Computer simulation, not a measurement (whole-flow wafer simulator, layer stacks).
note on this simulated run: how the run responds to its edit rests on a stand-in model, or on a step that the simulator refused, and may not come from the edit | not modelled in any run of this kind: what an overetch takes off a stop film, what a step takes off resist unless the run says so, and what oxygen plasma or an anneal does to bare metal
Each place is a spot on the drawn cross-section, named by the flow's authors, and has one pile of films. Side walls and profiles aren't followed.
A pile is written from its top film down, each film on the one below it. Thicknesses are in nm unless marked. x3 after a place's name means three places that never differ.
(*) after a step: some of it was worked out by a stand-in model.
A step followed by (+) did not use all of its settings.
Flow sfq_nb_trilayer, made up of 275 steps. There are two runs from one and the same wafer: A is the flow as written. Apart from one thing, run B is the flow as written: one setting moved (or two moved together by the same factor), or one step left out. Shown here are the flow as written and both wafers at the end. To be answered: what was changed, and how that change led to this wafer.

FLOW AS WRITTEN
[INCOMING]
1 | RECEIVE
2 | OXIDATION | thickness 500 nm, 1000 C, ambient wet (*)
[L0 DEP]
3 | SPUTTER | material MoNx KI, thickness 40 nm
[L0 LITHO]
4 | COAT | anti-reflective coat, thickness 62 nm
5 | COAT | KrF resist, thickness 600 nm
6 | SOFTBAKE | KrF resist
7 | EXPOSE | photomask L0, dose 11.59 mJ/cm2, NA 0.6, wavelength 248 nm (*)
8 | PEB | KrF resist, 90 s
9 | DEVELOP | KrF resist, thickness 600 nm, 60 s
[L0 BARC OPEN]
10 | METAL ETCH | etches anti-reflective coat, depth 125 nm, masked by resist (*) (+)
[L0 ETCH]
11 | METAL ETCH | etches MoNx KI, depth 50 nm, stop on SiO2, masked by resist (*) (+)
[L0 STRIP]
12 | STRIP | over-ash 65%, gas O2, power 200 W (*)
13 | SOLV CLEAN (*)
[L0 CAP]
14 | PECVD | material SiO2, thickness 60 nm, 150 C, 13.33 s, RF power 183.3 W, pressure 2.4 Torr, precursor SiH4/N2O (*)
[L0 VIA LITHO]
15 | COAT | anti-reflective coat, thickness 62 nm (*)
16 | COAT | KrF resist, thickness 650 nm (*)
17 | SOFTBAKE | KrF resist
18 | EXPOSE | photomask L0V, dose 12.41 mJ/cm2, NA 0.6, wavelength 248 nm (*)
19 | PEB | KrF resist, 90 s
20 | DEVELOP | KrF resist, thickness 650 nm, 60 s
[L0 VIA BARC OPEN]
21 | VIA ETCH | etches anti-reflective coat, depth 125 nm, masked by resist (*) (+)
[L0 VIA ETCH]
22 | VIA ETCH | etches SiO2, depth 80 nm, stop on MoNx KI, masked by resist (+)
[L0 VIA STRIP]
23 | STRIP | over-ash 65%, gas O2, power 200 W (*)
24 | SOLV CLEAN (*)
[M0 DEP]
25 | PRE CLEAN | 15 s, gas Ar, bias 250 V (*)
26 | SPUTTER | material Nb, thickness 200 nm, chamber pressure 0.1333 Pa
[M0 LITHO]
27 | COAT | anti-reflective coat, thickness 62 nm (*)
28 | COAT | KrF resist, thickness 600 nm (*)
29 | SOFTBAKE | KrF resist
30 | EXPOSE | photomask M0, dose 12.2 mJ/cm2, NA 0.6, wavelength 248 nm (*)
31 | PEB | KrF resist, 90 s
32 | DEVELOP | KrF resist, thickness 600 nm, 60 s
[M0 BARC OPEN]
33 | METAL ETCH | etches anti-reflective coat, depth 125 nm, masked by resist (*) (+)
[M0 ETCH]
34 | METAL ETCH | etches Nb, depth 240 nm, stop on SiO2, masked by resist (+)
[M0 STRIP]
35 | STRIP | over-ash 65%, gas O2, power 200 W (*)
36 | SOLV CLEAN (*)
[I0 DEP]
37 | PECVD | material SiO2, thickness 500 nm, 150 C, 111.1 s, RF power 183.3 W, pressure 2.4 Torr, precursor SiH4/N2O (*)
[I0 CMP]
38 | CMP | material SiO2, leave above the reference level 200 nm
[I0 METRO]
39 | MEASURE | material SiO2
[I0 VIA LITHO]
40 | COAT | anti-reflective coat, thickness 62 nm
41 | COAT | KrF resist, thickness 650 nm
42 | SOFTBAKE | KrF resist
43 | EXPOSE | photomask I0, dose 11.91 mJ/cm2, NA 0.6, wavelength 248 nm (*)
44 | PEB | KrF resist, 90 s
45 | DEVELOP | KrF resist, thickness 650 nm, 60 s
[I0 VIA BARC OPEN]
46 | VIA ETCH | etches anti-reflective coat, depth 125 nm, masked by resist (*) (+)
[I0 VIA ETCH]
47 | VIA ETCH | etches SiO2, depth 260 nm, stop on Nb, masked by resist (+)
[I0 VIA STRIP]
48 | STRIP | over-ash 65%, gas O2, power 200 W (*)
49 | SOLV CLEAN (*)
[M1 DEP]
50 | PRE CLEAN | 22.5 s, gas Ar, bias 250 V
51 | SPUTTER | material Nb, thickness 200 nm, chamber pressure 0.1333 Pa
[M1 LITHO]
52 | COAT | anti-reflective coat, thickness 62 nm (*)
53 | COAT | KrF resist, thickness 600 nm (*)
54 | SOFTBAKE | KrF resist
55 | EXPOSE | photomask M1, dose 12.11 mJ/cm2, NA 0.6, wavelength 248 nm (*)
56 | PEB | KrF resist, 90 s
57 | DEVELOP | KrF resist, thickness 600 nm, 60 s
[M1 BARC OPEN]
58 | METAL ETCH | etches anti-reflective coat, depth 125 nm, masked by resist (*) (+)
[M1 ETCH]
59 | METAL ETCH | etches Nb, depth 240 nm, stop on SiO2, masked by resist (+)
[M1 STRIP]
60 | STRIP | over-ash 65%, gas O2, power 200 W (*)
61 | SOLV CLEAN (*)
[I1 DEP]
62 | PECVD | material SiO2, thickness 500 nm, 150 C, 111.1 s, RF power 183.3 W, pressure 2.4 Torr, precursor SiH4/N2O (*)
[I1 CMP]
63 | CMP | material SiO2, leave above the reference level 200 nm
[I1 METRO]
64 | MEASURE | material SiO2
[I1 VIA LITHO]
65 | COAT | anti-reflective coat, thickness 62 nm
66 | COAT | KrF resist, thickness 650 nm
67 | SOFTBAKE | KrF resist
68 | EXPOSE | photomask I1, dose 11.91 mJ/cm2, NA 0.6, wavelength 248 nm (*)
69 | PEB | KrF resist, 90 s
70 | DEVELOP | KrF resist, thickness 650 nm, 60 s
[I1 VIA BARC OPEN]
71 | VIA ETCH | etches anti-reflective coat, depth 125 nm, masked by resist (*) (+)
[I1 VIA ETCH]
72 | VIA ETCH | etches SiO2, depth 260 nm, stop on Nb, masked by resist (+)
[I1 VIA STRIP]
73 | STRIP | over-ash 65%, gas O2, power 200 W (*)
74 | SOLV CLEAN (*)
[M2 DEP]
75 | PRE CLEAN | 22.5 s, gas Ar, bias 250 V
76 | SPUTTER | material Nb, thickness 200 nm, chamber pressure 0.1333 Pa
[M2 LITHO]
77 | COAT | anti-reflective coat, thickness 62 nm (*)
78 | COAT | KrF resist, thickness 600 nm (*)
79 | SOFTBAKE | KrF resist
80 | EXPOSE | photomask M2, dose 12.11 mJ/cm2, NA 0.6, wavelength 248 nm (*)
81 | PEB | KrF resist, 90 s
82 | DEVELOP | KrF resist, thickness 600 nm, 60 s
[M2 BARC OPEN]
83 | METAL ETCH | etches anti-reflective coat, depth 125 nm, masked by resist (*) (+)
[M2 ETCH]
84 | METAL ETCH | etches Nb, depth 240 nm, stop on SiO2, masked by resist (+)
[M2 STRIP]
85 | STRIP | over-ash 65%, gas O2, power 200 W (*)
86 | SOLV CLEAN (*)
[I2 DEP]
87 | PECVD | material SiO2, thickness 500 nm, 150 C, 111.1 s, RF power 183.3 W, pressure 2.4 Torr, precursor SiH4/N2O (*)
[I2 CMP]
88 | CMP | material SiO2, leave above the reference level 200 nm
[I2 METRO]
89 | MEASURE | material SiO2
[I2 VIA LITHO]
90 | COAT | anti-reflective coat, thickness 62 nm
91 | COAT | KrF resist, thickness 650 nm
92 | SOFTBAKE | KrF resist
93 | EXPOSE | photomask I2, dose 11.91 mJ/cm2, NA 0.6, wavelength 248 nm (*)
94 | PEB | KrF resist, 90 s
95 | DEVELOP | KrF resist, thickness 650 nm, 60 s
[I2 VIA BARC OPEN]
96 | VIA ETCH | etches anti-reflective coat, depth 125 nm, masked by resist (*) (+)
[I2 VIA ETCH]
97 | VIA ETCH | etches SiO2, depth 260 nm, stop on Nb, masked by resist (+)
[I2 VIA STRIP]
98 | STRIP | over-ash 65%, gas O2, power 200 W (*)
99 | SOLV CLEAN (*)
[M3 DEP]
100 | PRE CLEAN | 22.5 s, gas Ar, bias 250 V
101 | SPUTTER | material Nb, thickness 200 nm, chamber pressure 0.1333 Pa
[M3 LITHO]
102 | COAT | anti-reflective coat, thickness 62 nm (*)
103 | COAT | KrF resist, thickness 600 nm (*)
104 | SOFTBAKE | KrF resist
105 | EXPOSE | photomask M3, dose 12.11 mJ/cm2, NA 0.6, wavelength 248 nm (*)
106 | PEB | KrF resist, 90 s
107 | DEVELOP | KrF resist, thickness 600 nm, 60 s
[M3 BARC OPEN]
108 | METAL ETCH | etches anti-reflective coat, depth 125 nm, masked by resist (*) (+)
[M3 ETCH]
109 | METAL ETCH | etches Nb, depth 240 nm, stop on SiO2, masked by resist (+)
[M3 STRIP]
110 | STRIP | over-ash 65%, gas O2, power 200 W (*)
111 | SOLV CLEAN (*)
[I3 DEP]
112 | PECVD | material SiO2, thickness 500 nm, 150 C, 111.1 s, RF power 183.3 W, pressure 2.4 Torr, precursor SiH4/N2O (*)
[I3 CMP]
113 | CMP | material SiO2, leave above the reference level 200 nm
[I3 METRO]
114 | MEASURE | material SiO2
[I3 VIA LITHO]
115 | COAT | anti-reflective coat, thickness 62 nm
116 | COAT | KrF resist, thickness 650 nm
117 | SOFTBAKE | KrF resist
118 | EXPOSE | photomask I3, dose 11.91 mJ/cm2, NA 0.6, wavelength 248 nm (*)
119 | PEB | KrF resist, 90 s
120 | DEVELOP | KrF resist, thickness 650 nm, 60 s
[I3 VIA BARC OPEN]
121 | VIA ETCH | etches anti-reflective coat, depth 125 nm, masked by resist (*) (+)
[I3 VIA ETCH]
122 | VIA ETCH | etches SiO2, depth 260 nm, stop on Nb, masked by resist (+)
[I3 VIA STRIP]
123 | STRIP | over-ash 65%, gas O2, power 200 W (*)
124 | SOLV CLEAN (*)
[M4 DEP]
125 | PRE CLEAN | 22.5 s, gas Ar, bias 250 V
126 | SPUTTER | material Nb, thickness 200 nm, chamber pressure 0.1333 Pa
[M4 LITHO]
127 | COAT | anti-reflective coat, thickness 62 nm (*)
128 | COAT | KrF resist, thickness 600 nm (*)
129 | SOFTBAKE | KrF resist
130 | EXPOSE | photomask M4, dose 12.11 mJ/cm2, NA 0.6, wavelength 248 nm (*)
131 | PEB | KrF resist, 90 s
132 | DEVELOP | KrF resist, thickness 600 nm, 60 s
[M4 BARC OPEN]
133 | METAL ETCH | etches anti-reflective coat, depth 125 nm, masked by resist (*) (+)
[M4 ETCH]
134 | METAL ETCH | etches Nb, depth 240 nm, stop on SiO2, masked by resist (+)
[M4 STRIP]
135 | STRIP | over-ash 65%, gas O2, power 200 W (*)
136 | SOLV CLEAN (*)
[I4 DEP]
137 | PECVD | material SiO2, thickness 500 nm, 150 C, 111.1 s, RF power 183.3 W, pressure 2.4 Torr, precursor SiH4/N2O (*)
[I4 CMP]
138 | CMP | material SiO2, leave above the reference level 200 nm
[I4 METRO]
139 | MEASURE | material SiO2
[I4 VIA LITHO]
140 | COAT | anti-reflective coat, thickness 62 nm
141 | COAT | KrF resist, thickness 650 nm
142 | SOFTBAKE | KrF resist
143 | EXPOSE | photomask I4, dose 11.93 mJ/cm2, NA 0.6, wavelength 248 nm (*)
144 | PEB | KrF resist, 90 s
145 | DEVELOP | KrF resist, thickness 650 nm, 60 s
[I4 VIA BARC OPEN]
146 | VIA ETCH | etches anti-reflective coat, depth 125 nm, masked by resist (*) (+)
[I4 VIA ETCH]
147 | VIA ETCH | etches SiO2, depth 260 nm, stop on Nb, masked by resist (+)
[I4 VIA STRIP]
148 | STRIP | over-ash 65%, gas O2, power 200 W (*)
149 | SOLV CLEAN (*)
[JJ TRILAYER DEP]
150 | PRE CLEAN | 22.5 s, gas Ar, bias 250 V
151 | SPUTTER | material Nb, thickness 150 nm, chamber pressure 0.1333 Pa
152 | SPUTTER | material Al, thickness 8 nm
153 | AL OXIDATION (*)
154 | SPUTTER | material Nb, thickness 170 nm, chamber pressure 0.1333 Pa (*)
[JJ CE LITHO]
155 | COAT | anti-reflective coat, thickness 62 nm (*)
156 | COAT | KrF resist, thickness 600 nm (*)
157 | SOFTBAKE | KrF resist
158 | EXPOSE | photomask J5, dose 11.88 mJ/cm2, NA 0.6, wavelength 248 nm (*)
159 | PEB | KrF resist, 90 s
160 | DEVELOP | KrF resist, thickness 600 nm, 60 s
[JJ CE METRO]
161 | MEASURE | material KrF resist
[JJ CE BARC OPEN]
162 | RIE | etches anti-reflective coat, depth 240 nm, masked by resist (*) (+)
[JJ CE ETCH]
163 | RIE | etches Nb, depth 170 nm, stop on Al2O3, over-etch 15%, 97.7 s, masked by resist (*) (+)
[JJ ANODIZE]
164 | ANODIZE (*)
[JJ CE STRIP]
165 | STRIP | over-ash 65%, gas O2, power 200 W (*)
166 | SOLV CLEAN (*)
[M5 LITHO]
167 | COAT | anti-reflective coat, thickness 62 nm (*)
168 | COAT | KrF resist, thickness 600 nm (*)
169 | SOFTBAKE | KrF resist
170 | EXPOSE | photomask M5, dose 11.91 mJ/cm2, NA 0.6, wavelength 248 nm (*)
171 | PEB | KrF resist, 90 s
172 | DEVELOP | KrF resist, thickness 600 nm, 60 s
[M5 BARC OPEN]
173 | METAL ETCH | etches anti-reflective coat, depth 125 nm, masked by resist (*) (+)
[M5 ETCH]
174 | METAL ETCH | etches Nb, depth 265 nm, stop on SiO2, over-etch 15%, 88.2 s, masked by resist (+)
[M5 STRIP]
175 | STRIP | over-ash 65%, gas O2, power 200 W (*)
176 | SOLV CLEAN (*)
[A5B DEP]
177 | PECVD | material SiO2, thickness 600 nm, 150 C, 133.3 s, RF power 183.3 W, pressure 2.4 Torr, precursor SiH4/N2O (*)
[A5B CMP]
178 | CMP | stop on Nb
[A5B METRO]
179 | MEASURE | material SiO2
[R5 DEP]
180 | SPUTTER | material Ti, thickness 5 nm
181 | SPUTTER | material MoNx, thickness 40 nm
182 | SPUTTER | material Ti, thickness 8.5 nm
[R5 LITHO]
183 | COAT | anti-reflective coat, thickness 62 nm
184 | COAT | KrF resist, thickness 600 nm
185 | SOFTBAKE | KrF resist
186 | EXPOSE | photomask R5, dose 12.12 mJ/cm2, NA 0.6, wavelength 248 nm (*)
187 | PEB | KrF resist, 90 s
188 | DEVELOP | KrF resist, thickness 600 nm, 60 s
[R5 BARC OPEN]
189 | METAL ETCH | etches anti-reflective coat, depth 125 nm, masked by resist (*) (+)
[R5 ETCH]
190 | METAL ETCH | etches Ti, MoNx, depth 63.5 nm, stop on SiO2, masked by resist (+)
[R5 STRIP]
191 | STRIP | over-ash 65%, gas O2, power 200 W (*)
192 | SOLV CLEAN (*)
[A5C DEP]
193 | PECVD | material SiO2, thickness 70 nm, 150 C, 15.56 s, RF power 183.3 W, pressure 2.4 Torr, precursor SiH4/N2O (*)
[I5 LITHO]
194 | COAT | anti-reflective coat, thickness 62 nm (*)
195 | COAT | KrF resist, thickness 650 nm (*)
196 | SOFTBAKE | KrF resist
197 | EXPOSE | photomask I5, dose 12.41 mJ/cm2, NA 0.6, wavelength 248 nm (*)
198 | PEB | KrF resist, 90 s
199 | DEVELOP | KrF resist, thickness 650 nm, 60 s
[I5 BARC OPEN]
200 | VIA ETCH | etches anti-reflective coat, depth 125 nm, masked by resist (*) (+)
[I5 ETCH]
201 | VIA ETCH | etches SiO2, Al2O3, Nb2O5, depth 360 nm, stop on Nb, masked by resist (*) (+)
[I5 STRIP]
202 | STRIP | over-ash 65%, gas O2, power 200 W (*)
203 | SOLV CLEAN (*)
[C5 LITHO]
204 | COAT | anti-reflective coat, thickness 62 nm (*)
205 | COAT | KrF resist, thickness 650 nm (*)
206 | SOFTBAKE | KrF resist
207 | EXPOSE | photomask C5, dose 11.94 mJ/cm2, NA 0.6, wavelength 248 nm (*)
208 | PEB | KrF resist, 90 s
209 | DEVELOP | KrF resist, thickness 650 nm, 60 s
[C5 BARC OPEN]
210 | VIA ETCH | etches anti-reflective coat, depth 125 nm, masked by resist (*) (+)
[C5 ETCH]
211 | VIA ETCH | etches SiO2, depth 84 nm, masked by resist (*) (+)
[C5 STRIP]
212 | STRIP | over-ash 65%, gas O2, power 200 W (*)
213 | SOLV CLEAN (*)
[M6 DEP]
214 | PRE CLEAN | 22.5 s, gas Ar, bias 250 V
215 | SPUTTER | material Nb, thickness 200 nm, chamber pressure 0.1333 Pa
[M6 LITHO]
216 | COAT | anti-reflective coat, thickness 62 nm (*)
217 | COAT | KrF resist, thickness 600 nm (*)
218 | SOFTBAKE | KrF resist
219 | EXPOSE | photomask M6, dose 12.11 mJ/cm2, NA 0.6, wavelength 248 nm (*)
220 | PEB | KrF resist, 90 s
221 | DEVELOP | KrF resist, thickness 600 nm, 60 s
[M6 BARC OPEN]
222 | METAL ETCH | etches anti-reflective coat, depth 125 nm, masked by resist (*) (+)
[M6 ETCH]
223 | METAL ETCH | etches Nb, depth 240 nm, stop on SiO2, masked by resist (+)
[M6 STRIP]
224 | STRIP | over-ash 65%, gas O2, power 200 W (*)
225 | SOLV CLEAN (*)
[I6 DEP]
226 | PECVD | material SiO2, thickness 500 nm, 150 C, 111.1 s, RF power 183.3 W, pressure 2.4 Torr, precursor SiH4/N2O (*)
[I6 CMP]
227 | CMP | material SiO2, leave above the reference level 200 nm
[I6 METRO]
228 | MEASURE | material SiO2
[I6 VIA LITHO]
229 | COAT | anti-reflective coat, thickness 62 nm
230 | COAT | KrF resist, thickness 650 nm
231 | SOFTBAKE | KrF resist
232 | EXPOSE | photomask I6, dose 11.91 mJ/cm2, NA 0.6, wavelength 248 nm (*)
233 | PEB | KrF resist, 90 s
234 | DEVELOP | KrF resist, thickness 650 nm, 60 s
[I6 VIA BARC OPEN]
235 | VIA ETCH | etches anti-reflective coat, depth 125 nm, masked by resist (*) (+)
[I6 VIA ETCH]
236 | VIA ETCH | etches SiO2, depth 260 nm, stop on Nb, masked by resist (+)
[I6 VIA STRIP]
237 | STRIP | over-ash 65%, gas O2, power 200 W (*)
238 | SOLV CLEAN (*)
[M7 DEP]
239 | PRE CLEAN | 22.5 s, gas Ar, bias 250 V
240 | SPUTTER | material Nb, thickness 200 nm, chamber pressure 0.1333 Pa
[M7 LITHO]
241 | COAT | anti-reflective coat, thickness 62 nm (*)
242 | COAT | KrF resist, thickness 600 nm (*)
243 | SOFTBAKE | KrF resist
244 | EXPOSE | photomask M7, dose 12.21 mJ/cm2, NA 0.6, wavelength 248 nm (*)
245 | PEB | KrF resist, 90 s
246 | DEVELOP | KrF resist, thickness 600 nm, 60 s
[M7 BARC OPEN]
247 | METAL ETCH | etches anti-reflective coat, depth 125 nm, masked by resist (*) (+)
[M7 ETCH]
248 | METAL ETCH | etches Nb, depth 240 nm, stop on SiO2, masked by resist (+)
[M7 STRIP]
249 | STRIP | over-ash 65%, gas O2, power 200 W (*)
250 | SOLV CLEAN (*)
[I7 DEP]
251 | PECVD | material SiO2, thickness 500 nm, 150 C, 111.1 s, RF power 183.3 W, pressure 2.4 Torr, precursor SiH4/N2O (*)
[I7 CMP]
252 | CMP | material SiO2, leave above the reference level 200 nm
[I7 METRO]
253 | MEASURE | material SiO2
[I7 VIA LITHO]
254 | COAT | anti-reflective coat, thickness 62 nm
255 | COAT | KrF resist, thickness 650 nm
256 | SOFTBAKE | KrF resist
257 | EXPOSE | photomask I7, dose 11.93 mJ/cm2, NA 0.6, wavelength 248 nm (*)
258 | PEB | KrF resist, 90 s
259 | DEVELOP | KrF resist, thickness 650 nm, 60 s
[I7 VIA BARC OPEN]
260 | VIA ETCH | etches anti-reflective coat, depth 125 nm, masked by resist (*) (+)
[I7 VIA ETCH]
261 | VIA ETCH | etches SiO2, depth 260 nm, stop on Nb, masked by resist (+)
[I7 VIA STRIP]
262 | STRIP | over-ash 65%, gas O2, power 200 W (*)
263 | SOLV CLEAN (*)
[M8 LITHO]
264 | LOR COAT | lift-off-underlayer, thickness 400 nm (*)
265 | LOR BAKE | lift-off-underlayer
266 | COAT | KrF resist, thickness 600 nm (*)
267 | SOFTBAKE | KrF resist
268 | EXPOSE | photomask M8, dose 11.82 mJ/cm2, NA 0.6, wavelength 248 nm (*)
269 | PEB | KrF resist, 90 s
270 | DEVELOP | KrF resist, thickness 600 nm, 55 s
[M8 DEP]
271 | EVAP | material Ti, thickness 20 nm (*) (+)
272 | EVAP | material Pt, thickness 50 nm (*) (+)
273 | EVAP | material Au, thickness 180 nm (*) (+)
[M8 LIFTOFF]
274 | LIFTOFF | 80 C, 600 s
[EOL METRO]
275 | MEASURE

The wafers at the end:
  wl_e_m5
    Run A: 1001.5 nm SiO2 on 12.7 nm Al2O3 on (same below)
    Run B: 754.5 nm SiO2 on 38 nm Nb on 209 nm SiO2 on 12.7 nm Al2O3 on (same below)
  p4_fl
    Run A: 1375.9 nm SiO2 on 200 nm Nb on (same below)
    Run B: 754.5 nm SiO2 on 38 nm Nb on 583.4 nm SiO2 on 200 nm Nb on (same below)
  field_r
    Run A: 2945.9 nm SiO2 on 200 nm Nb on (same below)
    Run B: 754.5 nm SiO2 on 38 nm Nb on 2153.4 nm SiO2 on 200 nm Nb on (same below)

The reason: step 223, METAL ETCH: depth 162 nm was run, whereas the flow has depth 240 nm.

Step by step, how the change led to this:
  223 | METAL ETCH | etches Nb, depth 240 nm, stop on SiO2, masked by resist (+)
      field_l, gap, moat and 76 more: A Nb loses 200 (all of it) | B Nb loses 162
      v_sur, via_wl, via_w and 24 more: A KrF resist loses 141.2 | B KrF resist loses 95.3
  224 | STRIP | over-ash 65%, gas O2, power 200 W (*)
      wl_j_sl, wl_j_sr: A KrF resist loses 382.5 (all of it), anti-reflective coat loses 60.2 (all of it) | B KrF resist loses 428.4 (all of it), anti-reflective coat loses 60.2 (all of it)
      m6r_line_l x2: A KrF resist loses 382.4 (all of it), anti-reflective coat loses 62 (all of it) | B KrF resist loses 428.3 (all of it), anti-reflective coat loses 62 (all of it)
      (also at 23 further places)
  226 | PECVD | material SiO2, thickness 500 nm, 150 C, 111.1 s, RF power 183.3 W, pressure 2.4 Torr, precursor SiH4/N2O (*)
      field_l, p4_fl, p4_fm and 62 more: A SiO2 gains 500 | B SiO2 gains 500 (new film)
      moat, field_r, lsp_l, ln_m5, lsp_m: A SiO2 gains 493.6 | B SiO2 gains 494.8 (new film)
      (also at 9 further places)
  227 | CMP | material SiO2, leave above the reference level 200 nm
      field_l, p4_fl, p4_fm and 59 more: A SiO2 loses 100 | B SiO2 loses 138
      moat, field_r, lsp_l, ln_m5, lsp_m: A SiO2 loses 93.6 | B SiO2 loses 132.8
      (also at 8 further places)
Taking metal films that touch as one body, wl_e_m5 has 7 bodies (between them, from the top down: SiO2 209 / Al2O3 12.7 / Nb2O5 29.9; SiO2 192.5; SiO2 192.5; SiO2 192.5; SiO2 192.5; SiO2 192.5); the flow as written gives 6 bodies (between them, from the top down: SiO2 192.5; SiO2 192.5; SiO2 192.5; SiO2 192.5; SiO2 192.5).
Taking metal films that touch as one body, p4_fl has 3 bodies (between them, from the top down: SiO2 583.4; SiO2 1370); the flow as written gives 2 bodies (between them, from the top down: SiO2 1370).
Taking metal films that touch as one body, field_r has 2 bodies (between them, from the top down: SiO2 2153.4); the flow as written gives 1 body.
